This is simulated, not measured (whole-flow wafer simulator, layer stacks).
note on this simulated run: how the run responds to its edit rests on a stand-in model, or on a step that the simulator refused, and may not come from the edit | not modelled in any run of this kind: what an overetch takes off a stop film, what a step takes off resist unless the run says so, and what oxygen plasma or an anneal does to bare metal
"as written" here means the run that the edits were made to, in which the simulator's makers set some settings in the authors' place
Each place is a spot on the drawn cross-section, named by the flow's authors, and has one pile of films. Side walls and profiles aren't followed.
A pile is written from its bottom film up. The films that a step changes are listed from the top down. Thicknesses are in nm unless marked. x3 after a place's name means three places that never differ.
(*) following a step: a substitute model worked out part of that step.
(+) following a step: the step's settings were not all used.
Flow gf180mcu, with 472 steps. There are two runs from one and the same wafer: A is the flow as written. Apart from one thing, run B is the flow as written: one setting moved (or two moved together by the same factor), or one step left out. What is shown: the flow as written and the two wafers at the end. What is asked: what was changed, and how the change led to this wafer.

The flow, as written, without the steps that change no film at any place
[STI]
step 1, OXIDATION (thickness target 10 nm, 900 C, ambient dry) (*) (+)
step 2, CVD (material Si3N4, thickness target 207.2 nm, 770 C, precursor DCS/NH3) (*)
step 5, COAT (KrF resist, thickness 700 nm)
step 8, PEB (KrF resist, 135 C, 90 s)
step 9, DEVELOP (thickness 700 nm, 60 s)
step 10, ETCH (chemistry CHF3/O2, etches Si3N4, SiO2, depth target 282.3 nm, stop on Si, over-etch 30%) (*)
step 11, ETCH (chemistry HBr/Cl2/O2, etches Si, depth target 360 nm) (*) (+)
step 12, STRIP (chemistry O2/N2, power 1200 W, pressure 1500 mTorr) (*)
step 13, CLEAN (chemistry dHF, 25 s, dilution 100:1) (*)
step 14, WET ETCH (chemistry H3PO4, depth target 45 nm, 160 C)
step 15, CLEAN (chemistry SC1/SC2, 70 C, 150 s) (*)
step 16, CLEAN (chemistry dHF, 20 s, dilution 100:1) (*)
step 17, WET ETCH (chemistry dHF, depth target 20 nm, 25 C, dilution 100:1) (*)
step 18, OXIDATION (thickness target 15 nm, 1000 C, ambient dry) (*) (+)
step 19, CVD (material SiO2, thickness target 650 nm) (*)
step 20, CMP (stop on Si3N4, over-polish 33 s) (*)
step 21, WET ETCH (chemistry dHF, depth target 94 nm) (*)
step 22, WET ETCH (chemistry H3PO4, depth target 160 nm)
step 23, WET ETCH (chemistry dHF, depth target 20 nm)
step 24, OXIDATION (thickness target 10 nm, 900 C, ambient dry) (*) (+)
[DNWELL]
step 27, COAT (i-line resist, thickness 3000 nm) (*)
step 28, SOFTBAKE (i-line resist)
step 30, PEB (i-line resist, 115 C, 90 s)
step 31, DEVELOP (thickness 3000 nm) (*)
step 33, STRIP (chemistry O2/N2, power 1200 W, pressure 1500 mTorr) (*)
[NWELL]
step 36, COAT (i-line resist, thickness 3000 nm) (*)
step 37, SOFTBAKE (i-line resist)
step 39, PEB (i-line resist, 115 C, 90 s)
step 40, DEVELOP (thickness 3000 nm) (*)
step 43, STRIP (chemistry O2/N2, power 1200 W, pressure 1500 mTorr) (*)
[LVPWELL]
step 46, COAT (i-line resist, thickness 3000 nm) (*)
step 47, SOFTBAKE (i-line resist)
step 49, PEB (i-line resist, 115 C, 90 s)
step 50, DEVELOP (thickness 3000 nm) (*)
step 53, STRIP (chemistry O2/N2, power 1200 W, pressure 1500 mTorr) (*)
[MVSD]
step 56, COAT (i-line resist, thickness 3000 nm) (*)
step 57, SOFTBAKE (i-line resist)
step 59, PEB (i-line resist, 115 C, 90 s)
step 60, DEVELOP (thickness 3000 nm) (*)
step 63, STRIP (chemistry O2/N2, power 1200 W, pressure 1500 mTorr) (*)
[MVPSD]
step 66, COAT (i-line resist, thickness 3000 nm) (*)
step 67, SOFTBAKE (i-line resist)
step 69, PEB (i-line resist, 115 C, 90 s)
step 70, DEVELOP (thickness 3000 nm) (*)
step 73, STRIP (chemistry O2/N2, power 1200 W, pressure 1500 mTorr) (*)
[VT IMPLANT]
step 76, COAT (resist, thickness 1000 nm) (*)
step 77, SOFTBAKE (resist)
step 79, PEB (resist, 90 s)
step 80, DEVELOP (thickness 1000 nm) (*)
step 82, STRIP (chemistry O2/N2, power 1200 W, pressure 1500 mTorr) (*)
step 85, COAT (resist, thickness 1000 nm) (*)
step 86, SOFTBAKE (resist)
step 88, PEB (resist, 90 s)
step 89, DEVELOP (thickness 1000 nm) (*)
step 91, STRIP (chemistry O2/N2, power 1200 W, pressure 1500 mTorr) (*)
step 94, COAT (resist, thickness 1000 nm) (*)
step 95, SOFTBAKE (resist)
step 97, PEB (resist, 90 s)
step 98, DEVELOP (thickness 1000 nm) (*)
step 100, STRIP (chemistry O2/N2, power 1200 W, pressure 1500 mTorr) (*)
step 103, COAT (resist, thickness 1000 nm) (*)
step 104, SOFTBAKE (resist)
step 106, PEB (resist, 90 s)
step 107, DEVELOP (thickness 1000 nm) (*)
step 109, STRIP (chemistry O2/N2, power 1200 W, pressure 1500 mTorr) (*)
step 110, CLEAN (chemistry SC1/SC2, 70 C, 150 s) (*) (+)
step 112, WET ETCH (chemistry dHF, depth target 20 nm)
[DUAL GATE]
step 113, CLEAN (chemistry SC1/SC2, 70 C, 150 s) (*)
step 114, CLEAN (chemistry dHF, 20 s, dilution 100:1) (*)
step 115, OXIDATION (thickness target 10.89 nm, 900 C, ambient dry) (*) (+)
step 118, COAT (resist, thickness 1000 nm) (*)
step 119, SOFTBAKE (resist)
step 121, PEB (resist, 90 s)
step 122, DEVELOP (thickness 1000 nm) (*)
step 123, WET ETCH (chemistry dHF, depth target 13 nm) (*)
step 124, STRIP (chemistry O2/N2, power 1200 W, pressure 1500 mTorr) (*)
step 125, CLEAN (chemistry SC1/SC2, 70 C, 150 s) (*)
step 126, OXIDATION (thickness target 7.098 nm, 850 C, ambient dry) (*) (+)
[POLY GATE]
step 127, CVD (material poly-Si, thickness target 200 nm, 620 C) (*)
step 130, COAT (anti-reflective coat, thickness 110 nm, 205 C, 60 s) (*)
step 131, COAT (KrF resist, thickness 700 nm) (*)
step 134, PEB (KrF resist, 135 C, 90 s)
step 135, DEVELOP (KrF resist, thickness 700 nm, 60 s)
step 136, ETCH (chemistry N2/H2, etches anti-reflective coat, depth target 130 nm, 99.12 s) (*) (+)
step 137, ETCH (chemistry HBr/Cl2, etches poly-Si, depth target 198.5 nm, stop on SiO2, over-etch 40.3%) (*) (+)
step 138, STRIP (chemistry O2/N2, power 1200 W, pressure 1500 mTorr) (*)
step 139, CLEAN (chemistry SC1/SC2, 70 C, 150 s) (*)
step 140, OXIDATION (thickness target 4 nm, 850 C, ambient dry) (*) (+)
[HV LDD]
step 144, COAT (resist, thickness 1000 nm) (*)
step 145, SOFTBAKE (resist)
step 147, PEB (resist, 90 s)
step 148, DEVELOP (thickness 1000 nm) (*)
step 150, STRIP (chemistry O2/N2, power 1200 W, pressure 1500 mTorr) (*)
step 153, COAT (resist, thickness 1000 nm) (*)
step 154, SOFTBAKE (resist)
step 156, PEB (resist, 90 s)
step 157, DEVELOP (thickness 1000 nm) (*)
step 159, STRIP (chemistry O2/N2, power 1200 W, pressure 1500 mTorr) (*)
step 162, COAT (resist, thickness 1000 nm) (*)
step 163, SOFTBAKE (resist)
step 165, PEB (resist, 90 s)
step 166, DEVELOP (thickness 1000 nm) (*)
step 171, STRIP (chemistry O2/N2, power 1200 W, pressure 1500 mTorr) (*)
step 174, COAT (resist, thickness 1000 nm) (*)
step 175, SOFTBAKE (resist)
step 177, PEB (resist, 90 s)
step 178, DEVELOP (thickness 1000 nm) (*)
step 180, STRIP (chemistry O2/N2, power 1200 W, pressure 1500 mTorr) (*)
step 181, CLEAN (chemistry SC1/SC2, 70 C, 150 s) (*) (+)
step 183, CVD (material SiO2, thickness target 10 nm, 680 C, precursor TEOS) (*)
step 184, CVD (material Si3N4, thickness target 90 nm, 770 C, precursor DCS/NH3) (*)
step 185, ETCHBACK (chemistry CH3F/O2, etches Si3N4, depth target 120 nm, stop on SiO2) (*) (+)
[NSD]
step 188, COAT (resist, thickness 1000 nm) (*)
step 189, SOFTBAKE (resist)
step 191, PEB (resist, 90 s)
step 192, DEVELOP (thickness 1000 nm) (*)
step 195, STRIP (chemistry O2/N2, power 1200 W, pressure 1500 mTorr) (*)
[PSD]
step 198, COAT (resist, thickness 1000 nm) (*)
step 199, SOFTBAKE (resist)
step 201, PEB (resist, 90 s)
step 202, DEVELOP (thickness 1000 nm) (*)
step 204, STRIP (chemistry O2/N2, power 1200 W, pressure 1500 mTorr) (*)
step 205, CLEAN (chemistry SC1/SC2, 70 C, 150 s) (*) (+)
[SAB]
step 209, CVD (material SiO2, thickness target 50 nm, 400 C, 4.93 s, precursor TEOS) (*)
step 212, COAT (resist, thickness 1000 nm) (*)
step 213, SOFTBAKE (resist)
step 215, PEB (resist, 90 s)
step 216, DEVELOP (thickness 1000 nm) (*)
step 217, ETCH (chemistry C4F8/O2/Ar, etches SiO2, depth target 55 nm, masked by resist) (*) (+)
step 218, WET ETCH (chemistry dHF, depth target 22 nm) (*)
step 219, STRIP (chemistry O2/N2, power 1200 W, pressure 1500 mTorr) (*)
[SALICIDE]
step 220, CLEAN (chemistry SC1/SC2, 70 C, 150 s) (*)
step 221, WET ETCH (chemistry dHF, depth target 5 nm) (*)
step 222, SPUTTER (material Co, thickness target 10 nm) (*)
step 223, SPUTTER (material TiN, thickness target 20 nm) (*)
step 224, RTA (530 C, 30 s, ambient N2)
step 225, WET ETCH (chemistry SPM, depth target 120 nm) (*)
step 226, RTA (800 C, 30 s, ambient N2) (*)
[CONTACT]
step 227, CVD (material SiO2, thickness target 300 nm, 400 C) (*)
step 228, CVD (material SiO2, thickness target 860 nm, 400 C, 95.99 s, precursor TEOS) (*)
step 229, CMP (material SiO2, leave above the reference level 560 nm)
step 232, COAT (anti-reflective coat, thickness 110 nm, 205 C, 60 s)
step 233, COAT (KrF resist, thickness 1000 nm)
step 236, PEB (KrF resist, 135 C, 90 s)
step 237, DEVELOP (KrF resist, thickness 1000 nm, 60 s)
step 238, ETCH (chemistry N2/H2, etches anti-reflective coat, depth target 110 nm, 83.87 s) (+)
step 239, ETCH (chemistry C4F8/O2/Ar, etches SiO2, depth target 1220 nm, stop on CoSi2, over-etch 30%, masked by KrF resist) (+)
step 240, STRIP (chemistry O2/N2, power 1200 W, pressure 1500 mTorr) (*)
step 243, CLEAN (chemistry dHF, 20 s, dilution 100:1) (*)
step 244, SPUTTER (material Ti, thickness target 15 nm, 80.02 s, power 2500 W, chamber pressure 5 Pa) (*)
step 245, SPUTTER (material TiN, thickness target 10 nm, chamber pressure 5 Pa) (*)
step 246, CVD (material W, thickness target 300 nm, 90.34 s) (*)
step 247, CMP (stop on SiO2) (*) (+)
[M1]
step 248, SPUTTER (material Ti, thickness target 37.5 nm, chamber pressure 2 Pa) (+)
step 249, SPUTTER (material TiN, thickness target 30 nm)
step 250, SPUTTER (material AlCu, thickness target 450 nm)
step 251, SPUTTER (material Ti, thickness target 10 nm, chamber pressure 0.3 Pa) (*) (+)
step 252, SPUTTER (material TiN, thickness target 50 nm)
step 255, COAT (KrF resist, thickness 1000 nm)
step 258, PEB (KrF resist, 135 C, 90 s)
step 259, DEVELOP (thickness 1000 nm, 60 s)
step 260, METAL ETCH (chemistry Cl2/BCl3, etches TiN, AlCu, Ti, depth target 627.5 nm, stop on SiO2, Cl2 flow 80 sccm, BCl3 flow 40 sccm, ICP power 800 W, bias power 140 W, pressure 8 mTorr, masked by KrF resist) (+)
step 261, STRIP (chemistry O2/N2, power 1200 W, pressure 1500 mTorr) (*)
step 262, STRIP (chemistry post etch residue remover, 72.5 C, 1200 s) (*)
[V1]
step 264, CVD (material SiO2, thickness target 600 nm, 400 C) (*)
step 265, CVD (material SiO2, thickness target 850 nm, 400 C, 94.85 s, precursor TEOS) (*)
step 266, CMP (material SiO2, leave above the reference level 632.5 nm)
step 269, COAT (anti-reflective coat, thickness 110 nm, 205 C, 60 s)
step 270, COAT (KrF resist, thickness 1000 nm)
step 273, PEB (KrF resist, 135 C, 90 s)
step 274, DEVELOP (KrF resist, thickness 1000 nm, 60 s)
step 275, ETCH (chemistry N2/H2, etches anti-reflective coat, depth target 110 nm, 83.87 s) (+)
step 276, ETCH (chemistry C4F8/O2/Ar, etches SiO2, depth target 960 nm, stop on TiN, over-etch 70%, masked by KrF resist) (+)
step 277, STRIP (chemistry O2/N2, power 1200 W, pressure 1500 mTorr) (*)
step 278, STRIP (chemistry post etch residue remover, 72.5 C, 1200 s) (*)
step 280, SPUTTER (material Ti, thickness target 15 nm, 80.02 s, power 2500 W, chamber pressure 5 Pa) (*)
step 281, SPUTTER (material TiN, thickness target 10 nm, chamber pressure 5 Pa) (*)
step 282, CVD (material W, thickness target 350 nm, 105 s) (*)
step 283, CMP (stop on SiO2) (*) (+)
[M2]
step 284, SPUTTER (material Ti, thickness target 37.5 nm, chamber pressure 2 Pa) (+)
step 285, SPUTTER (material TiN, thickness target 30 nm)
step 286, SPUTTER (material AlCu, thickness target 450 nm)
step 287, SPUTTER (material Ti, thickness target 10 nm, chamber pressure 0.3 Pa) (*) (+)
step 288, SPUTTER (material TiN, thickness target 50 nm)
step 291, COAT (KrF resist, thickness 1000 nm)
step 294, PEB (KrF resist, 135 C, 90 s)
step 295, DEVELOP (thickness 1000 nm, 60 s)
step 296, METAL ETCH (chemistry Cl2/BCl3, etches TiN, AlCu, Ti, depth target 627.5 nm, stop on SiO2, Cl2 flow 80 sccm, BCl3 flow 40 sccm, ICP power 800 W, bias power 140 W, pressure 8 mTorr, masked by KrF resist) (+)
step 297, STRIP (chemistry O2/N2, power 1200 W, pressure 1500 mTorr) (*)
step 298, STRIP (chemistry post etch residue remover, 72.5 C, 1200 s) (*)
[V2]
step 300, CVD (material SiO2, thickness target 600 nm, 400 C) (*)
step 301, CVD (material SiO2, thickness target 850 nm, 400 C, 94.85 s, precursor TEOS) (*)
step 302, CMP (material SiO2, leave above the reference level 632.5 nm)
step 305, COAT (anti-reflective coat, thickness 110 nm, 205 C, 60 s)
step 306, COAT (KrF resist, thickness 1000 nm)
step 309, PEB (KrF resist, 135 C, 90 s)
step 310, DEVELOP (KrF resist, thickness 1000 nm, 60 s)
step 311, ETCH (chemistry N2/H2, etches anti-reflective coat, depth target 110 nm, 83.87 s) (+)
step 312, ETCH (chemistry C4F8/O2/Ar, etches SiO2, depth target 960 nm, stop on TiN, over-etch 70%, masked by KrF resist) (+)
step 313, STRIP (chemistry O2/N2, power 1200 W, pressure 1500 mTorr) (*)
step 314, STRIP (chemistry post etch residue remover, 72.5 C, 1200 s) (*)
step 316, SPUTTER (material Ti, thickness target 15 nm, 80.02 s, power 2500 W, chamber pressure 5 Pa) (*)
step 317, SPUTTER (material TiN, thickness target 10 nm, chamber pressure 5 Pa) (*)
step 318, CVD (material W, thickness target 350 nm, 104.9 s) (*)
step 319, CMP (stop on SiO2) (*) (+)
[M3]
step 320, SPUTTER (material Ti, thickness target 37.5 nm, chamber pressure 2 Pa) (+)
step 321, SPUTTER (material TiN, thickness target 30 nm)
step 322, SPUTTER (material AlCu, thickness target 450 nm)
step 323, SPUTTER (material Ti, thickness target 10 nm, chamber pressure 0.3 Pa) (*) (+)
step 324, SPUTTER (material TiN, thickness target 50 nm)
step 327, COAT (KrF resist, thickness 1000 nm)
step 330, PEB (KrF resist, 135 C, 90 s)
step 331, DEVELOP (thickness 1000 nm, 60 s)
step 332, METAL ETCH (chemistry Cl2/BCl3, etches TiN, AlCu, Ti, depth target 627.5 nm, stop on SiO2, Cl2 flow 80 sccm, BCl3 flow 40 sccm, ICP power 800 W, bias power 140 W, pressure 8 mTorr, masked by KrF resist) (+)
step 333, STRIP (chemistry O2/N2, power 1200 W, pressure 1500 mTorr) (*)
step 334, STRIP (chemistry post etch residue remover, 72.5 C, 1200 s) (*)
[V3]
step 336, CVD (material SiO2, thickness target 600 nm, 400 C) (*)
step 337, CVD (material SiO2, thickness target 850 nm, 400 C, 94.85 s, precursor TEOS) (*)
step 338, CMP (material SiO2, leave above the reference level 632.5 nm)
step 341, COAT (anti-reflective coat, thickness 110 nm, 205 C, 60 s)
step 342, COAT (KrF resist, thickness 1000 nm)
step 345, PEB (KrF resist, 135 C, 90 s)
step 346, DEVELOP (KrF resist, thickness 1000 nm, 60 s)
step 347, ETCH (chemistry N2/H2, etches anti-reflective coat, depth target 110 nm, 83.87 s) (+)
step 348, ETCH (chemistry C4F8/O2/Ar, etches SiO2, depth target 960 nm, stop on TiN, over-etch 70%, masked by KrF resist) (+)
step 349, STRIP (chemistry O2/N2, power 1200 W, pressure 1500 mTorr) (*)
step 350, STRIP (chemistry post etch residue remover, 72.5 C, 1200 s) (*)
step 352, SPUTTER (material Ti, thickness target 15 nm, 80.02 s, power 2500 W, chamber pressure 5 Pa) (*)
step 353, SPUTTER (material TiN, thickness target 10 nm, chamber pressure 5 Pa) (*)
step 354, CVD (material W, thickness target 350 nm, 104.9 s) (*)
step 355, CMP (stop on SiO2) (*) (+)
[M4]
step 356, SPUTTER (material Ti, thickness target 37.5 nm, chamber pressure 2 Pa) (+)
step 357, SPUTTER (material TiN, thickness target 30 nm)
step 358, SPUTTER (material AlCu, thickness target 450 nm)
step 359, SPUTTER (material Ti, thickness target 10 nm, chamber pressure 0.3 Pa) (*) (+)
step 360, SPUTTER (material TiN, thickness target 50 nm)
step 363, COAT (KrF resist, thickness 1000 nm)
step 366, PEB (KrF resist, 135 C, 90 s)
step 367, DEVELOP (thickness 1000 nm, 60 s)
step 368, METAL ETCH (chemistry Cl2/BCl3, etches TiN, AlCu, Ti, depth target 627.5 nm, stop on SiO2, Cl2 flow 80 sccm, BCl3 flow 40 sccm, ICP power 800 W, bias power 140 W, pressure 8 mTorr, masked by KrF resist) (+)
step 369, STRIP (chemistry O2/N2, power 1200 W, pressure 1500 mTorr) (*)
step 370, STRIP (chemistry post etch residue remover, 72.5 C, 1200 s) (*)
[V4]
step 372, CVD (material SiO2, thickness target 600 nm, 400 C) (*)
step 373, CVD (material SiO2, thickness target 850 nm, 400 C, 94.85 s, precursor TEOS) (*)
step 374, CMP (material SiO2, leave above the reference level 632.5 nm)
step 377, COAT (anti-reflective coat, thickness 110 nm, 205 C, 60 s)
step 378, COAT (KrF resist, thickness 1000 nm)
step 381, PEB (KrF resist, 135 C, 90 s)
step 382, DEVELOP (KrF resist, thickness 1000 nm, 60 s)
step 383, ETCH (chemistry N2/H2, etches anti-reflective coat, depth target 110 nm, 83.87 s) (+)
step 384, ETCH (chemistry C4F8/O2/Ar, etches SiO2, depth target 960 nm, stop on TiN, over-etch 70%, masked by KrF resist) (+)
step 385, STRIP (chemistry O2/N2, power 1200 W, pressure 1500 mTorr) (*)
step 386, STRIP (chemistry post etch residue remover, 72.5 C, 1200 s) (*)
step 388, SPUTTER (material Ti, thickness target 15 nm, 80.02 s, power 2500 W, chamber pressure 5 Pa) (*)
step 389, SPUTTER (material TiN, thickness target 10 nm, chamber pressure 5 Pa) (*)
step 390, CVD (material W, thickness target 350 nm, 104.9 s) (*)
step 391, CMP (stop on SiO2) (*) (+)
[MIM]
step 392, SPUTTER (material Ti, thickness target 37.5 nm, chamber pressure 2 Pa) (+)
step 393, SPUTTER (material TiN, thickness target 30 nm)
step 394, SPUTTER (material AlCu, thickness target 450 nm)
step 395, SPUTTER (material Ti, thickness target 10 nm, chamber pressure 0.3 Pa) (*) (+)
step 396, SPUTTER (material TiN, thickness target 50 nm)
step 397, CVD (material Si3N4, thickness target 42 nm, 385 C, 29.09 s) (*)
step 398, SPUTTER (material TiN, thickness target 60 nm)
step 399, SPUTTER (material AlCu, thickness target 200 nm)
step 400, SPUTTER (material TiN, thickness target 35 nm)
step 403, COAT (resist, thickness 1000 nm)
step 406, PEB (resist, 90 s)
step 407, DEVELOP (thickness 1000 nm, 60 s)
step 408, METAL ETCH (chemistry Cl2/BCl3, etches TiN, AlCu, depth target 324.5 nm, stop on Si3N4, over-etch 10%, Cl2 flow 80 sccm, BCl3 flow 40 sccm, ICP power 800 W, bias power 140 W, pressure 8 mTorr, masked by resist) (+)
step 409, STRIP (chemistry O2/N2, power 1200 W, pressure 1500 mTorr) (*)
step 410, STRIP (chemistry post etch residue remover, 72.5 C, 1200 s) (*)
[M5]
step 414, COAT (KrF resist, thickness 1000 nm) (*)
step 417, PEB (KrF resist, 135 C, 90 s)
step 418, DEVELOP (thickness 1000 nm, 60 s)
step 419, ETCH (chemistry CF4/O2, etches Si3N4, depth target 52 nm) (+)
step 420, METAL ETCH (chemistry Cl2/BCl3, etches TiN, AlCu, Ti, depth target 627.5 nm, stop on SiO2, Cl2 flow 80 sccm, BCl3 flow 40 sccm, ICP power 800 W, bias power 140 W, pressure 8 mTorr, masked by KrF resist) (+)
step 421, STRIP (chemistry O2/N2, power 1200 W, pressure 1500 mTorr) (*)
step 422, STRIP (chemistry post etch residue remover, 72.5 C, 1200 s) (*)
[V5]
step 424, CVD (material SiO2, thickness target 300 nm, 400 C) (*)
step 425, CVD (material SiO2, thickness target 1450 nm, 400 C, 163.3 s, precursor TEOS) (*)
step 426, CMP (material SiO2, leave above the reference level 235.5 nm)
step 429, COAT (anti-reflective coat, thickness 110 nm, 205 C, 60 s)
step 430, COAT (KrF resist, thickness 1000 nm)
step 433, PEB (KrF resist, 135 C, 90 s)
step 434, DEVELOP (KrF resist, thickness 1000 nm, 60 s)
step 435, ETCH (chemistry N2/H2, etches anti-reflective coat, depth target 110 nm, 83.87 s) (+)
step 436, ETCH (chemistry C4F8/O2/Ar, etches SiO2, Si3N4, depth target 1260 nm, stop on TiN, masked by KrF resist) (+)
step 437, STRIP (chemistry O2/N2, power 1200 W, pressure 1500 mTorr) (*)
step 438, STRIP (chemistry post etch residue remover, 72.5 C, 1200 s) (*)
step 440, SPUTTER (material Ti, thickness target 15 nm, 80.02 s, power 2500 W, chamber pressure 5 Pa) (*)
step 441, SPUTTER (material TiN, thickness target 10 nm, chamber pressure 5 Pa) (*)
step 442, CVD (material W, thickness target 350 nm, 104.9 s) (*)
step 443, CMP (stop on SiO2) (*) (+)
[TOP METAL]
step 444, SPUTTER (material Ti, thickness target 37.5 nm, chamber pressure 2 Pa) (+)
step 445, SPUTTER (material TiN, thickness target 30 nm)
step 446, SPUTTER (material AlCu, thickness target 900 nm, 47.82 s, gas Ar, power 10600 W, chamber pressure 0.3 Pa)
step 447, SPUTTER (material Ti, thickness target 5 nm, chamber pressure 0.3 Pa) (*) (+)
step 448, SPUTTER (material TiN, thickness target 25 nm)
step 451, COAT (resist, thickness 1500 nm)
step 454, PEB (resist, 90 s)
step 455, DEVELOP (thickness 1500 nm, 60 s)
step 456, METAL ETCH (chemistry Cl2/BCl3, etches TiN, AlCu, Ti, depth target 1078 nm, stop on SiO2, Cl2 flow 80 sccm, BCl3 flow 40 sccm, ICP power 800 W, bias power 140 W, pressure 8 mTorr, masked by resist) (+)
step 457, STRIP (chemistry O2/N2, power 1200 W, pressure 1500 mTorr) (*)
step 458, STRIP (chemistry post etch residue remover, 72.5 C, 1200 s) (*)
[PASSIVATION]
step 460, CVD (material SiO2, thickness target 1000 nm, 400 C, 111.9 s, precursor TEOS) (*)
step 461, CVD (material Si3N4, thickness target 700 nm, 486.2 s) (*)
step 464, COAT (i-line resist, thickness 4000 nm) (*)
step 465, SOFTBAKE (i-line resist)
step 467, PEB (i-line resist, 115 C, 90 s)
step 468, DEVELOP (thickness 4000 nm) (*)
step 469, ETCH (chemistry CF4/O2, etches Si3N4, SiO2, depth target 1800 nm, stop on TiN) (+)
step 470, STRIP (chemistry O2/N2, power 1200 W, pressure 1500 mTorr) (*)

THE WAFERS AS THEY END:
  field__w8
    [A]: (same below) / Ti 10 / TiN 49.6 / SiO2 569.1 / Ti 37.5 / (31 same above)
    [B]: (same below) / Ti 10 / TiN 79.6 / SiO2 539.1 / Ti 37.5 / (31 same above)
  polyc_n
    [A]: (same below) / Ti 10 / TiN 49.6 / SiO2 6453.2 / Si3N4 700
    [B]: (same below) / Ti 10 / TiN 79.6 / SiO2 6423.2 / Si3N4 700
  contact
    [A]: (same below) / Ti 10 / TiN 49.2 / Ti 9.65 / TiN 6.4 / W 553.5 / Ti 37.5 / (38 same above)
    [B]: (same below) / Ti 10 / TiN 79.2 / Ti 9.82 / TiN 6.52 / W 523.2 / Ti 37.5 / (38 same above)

The reason: step 252, SPUTTER: thickness target 80 nm was run, whereas the flow has thickness target 50 nm.

Step by step, how the change led to this:
  step 252, SPUTTER (material TiN, thickness target 50 nm)
      field, field__w1, field__w2 and 108 more: A +50 TiN (new film) | B +80 TiN (new film)
  step 260, METAL ETCH (chemistry Cl2/BCl3, etches TiN, AlCu, Ti, depth target 627.5 nm, stop on SiO2, Cl2 flow 80 sccm, BCl3 flow 40 sccm, ICP power 800 W, bias power 140 W, pressure 8 mTorr, masked by KrF resist) (+)
      field, field__w1, field__w2 and 99 more: A -50 TiN (all of it), -10 Ti (all of it), -450 AlCu (all of it), -30 TiN (all of it), -37.5 Ti (all of it) | B -80 TiN (all of it), -10 Ti (all of it), -450 AlCu (all of it), -30 TiN (all of it), -37.5 Ti (all of it)
  step 266, CMP (material SiO2, leave above the reference level 632.5 nm)
      field__w8, contact, m1 and 6 more: A -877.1 SiO2 | B -907.1 SiO2
  step 276, ETCH (chemistry C4F8/O2/Ar, etches SiO2, depth target 960 nm, stop on TiN, over-etch 70%, masked by KrF resist) (+)
      field, field__w1, field__w2 and 107 more: A -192 KrF resist | B -184.3 KrF resist
      contact: A -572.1 SiO2 (all of it) | B -542.1 SiO2 (all of it)
  step 282, CVD (material W, thickness target 350 nm, 105 s) (*)
      contact: A +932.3 W (new film) | B +902 W (new film)
